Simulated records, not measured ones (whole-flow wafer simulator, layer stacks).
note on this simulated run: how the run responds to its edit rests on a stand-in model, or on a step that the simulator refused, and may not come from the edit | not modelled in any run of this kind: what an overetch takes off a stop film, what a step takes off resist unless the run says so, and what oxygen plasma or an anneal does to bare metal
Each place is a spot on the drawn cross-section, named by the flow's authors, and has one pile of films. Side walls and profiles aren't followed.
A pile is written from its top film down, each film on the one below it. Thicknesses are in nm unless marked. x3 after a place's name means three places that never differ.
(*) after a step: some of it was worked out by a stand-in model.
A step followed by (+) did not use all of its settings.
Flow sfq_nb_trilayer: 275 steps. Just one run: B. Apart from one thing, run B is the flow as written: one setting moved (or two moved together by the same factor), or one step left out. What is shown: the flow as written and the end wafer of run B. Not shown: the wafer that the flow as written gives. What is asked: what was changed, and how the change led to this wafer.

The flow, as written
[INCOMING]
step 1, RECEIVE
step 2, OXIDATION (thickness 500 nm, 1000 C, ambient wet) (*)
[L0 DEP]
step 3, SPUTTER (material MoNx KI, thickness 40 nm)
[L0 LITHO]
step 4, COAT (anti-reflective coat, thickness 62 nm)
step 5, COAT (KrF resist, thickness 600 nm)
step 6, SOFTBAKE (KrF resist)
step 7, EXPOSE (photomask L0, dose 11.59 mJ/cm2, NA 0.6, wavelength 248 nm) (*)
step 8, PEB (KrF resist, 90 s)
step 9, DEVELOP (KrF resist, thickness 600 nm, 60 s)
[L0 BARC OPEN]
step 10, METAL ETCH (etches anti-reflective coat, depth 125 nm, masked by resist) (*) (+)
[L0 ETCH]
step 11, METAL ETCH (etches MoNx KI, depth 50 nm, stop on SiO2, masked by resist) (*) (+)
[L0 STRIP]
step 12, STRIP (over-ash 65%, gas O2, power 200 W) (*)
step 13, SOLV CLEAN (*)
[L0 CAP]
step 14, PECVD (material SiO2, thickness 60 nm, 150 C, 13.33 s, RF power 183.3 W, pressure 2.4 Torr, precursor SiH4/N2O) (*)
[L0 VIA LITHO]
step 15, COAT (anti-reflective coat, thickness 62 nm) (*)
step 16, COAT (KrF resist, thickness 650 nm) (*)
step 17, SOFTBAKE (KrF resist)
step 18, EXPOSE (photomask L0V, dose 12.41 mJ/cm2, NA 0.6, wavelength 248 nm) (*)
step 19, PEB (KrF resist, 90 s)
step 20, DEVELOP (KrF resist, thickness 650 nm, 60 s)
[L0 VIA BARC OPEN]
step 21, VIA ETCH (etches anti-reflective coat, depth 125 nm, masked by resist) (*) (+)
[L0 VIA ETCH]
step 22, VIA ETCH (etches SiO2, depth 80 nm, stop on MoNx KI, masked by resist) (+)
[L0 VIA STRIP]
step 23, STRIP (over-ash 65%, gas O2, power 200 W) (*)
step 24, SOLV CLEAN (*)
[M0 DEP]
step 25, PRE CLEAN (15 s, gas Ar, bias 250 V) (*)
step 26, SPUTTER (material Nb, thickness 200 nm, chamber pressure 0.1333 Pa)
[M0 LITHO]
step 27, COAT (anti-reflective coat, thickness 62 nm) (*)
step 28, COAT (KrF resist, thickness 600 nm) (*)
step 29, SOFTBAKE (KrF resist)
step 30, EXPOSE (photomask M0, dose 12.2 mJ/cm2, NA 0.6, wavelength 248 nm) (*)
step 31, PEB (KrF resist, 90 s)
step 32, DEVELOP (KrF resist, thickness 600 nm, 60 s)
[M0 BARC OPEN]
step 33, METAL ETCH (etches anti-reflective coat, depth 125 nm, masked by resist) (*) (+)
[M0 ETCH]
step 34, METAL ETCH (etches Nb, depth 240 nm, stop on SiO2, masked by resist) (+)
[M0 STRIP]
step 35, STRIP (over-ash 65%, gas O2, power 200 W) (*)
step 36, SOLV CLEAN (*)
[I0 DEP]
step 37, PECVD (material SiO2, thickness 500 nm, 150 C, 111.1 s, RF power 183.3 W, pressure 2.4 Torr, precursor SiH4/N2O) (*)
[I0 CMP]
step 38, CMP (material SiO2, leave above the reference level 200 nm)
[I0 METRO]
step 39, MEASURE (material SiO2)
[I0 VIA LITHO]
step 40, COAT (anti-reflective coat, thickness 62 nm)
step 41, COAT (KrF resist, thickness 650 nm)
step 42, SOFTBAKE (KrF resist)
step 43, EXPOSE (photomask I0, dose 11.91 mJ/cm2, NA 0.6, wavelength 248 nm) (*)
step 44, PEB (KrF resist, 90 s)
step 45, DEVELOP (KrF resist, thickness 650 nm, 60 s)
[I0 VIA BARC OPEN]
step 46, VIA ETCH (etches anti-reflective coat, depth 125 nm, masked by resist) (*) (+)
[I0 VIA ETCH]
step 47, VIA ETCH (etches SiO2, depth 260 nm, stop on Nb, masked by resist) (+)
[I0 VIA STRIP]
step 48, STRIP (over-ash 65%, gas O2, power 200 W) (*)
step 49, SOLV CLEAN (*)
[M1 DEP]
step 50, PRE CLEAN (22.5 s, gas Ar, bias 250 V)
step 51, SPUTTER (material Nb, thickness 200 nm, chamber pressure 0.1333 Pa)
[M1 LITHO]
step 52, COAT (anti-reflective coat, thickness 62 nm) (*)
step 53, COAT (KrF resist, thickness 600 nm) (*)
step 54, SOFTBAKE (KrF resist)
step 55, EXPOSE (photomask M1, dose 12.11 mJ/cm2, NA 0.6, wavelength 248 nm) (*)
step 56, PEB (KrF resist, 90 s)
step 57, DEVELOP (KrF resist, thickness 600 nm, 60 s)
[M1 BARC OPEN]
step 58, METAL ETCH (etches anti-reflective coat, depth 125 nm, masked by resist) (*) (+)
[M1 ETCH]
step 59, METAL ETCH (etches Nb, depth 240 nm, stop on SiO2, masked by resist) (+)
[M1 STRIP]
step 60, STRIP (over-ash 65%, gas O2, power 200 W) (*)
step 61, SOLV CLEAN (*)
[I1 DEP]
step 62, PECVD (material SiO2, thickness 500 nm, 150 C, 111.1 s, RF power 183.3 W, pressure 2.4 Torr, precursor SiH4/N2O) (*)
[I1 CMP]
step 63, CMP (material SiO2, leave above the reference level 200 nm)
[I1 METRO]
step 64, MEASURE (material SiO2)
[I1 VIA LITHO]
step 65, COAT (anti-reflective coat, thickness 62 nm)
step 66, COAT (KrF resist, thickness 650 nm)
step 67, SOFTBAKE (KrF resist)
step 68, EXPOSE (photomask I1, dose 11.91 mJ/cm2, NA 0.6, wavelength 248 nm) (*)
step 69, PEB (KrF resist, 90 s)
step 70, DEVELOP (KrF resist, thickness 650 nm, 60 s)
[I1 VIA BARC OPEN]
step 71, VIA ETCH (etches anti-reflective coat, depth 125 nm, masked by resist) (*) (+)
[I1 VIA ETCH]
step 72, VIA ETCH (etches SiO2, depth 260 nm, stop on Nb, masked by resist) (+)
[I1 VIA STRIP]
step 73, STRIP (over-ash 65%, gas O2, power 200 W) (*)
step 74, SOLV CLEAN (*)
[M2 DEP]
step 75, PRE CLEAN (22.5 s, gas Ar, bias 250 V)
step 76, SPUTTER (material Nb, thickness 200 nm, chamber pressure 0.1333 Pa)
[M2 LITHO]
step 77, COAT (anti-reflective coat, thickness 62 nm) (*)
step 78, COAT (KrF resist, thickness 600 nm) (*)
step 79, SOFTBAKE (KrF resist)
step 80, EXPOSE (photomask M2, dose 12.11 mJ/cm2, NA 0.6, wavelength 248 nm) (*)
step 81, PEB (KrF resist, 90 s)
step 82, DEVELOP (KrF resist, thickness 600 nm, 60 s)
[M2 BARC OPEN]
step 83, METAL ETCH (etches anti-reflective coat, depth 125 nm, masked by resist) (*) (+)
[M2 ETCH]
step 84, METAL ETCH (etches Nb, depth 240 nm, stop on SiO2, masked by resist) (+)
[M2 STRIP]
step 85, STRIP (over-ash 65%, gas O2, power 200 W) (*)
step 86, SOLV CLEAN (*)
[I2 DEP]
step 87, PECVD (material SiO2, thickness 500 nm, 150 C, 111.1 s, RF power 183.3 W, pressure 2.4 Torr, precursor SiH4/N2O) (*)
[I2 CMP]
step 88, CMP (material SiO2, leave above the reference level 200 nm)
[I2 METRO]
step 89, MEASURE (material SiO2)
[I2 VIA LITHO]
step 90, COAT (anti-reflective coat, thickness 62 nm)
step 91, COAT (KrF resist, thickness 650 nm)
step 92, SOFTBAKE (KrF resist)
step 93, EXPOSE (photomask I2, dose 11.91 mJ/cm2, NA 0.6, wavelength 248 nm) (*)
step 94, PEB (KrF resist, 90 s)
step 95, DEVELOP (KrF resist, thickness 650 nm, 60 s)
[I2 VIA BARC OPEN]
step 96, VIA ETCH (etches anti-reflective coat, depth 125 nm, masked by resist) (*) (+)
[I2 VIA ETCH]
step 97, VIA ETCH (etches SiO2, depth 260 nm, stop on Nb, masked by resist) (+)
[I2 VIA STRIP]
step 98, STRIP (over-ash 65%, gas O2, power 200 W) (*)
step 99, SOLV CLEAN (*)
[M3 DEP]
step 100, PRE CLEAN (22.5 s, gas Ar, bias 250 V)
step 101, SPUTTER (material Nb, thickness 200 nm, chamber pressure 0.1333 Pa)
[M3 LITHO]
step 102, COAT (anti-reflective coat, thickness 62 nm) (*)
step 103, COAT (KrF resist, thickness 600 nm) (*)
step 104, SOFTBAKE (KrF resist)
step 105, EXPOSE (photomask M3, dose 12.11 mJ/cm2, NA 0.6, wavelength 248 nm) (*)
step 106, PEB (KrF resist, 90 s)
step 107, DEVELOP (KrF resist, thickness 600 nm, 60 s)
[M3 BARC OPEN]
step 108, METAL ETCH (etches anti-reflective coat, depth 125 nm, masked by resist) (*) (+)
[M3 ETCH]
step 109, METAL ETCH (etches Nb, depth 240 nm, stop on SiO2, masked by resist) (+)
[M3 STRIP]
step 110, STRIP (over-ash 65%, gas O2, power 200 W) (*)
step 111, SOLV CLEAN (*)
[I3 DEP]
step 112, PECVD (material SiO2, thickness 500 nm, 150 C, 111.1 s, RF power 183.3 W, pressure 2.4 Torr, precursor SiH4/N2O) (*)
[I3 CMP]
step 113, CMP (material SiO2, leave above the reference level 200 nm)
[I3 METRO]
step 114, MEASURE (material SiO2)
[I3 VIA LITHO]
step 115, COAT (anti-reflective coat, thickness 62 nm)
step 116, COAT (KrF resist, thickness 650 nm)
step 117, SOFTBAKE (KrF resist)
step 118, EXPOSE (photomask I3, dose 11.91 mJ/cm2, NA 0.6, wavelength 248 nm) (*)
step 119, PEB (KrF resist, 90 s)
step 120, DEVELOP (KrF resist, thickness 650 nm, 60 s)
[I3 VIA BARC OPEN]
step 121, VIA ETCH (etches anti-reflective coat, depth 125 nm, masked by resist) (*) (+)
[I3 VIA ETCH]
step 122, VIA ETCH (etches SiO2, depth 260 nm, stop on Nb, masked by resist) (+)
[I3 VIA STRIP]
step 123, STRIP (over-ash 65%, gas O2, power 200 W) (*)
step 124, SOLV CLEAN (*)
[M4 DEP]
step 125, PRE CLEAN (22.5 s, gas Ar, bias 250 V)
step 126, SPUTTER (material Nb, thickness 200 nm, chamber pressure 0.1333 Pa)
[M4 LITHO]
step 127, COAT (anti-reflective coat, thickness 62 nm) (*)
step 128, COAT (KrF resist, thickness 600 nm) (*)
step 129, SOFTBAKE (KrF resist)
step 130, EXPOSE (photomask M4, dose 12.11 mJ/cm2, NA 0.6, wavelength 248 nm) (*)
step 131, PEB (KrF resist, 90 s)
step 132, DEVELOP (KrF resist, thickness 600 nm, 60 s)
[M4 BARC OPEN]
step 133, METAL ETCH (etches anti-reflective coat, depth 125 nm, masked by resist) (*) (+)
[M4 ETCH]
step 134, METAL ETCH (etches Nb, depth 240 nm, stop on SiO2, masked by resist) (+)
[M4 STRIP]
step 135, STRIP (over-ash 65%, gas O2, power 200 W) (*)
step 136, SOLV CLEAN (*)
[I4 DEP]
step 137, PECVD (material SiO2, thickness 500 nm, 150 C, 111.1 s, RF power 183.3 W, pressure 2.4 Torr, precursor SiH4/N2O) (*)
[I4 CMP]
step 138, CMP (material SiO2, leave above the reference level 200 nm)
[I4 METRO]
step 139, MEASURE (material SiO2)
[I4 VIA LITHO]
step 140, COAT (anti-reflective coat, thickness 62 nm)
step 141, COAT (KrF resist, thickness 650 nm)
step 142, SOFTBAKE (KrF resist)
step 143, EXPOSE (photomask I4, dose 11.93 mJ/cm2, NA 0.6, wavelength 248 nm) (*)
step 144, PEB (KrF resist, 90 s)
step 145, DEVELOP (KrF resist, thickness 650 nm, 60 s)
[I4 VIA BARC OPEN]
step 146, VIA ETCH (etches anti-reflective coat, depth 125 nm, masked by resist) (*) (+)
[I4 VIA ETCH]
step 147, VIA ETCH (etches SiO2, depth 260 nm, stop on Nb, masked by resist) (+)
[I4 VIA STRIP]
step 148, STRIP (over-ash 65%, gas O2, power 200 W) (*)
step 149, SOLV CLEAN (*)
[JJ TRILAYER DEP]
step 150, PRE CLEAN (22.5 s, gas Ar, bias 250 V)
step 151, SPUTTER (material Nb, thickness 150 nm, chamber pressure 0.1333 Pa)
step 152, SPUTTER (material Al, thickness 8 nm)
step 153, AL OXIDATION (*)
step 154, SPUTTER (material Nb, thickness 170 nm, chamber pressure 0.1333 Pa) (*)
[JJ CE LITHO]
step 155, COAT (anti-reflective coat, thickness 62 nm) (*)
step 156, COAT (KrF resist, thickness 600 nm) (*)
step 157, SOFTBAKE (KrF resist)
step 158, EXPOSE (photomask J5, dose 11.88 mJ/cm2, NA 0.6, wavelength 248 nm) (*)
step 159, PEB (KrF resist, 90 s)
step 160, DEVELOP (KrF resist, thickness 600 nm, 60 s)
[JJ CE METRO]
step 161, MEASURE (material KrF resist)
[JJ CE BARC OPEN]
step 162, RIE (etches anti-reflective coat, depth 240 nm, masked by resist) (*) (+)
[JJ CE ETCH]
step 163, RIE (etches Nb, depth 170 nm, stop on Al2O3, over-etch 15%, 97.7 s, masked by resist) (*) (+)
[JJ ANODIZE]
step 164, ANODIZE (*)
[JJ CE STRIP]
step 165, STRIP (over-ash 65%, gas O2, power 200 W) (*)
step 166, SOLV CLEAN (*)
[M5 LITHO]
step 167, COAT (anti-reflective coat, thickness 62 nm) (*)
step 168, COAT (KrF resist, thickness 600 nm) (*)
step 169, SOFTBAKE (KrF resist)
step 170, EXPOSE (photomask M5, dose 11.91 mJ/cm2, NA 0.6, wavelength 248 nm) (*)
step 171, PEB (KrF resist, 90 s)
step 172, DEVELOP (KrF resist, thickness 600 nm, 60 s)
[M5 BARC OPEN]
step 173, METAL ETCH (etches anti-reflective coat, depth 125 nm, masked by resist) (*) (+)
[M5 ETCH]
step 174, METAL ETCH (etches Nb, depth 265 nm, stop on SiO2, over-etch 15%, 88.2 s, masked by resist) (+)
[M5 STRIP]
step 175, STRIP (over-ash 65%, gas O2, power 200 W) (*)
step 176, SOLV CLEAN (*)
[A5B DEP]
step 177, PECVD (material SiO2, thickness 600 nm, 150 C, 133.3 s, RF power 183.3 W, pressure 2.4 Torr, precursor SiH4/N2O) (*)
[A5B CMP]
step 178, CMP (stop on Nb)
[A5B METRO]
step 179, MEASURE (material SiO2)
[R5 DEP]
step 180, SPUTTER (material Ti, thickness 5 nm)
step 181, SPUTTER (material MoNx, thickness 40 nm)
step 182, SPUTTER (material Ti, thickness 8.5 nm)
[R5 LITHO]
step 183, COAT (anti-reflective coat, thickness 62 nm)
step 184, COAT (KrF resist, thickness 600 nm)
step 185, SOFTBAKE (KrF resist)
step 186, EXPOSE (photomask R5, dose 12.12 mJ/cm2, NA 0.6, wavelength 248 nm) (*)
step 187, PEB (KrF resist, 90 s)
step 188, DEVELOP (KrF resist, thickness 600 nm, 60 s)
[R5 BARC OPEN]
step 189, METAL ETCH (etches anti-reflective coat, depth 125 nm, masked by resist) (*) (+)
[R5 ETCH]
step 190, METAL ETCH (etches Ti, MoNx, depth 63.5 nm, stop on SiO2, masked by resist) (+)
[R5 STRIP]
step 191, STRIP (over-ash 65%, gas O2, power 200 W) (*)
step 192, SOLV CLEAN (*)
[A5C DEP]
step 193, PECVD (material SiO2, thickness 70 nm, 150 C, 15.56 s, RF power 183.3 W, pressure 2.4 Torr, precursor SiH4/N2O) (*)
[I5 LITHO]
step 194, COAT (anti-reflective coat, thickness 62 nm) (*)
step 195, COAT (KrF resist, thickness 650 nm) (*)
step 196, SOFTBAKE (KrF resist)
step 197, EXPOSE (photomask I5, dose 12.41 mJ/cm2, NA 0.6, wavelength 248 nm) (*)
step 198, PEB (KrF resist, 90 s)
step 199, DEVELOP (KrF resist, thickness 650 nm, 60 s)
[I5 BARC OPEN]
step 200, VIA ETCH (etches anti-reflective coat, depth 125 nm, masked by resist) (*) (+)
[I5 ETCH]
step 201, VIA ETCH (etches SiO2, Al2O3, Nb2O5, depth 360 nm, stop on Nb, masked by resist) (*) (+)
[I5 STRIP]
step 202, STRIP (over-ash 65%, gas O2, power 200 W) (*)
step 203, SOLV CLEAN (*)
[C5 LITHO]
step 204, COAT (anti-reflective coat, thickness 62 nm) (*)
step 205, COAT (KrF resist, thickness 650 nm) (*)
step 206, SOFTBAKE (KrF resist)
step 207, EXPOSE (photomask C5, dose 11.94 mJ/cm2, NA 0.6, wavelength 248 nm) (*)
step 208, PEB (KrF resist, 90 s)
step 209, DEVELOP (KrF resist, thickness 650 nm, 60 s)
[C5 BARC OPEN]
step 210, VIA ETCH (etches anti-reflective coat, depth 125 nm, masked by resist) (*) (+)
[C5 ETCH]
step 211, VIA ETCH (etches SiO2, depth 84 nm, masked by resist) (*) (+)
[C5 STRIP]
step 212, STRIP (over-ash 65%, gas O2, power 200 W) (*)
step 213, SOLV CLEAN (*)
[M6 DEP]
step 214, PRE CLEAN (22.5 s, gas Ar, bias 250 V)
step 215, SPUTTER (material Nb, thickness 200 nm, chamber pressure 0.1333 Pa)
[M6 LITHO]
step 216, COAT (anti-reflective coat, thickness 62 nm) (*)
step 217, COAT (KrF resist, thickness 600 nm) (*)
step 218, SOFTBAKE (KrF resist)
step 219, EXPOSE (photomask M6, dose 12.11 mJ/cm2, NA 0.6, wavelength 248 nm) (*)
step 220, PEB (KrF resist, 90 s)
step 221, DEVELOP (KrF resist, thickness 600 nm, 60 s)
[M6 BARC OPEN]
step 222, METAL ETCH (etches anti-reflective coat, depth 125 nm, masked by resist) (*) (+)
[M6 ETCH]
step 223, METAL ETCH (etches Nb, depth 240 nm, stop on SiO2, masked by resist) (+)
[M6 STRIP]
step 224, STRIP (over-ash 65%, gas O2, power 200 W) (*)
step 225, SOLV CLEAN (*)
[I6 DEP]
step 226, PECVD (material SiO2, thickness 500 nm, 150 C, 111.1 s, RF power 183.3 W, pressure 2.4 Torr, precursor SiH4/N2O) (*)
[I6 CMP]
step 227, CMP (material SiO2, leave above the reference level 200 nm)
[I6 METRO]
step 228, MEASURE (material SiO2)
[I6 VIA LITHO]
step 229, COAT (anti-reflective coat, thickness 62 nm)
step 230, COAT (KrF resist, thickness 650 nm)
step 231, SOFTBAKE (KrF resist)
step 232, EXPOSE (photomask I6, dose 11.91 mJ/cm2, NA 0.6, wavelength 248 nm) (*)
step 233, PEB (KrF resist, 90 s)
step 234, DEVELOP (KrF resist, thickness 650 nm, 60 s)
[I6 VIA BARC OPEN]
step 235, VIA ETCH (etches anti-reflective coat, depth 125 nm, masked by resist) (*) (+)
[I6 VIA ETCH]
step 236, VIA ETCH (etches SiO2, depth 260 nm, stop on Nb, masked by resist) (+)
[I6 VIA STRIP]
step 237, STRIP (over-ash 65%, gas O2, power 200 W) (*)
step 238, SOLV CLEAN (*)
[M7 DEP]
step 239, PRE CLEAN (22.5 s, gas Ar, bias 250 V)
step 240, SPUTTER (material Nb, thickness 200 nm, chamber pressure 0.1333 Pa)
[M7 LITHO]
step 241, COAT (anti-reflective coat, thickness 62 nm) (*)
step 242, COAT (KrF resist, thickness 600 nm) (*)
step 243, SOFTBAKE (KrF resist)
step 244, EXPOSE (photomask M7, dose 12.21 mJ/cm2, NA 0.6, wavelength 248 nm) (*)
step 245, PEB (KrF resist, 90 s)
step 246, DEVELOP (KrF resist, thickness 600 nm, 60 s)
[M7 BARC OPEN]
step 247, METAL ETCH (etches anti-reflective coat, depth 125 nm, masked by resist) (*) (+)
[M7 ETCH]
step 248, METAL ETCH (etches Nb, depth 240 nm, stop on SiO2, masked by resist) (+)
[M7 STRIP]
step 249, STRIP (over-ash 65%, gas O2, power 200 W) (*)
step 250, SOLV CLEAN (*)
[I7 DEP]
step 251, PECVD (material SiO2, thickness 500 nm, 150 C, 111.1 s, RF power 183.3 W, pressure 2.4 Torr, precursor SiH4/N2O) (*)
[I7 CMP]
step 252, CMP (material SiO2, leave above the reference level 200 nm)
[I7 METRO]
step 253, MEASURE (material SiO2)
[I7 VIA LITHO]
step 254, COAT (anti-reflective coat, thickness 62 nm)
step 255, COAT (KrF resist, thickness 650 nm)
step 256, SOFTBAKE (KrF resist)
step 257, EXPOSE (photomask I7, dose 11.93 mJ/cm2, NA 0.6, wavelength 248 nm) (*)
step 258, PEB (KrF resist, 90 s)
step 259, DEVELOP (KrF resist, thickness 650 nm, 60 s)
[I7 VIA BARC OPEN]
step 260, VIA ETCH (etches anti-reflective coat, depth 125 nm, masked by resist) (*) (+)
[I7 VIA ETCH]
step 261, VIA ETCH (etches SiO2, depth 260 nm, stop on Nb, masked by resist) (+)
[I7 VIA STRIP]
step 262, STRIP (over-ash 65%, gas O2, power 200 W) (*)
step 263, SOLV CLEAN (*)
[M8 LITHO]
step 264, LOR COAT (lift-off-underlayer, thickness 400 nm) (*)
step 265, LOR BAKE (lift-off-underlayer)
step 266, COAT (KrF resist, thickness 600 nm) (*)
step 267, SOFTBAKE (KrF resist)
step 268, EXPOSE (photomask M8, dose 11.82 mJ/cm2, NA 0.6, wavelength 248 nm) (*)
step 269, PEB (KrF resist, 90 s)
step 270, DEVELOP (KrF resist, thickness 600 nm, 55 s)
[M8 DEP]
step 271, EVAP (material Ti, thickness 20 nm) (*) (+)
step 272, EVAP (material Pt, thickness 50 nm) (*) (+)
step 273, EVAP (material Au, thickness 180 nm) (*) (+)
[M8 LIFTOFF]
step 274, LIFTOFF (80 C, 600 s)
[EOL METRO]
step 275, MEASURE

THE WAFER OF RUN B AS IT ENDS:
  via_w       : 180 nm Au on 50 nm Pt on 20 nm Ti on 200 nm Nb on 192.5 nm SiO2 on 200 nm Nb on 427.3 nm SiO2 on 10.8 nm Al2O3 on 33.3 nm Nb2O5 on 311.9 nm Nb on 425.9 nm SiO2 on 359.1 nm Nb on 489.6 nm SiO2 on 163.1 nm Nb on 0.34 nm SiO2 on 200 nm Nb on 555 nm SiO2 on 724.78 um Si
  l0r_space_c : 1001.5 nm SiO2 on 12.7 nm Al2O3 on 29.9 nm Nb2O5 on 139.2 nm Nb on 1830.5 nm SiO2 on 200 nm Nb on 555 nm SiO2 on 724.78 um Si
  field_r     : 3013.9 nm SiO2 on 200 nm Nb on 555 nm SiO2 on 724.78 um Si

What caused this: step 38, CMP: leave above the reference level 268 nm was run, though the flow has leave above the reference level 200 nm.

How this came from the change, step by step:
  step 38, CMP (material SiO2, leave above the reference level 200 nm)
      v_sur, via_wl, via_w and 94 more: -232 SiO2 (as written it would have been: -300 SiO2)
      field_l, l0_sur, l0r_line_l, l0r_line_c, l0r_line_r: -272 SiO2 (as written it would have been: -340 SiO2)
      (and at 4 other places as well)
  step 47, VIA ETCH (etches SiO2, depth 260 nm, stop on Nb, masked by resist) (+)
      via_w: -260 SiO2 (as written it would have been: -199.8 SiO2 (all of it))
  step 50, PRE CLEAN (22.5 s, gas Ar, bias 250 V)
      via_w: -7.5 SiO2 (as written it would have been: -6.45 Nb)
  step 51, SPUTTER (material Nb, thickness 200 nm, chamber pressure 0.1333 Pa)
      via_w: +163.1 Nb (new film) (as written it would have been: +174.5 Nb)
  step 52, COAT (anti-reflective coat, thickness 62 nm) (*)
      via_w: +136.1 anti-reflective coat (new film) (as written it would have been: +123.1 anti-reflective coat (new film))
      via_wr: +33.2 anti-reflective coat (new film) (as written it would have been: +34.9 anti-reflective coat (new film))
  step 53, COAT (KrF resist, thickness 600 nm) (*)
      via_w: +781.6 KrF resist (new film) (as written it would have been: +731.8 KrF resist (new film))
  step 60, STRIP (over-ash 65%, gas O2, power 200 W) (*)
      via_w: -563.6 KrF resist (all of it), -136.1 anti-reflective coat (all of it) (as written it would have been: -513.8 KrF resist (all of it), -123.1 anti-reflective coat (all of it))
      via_wr: -378.6 KrF resist (all of it), -33.2 anti-reflective coat (all of it) (as written it would have been: -384.4 KrF resist (all of it), -34.9 anti-reflective coat (all of it))
  step 62, PECVD (material SiO2, thickness 500 nm, 150 C, 111.1 s, RF power 183.3 W, pressure 2.4 Torr, precursor SiH4/N2O) (*)
      via_w: +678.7 SiO2 (new film) (as written it would have been: +606 SiO2 (new film))
With metal films that touch counted as one body, via_w has 6 bodies (between them, from the top down: SiO2 192.5; SiO2 427.3 / Al2O3 10.8 / Nb2O5 33.3; SiO2 425.9; SiO2 489.6; SiO2 0.34); the flow as written gives 5 bodies (between them, from the top down: SiO2 192.5; SiO2 427.3 / Al2O3 10.8 / Nb2O5 33.3; SiO2 425.9; SiO2 416.9).
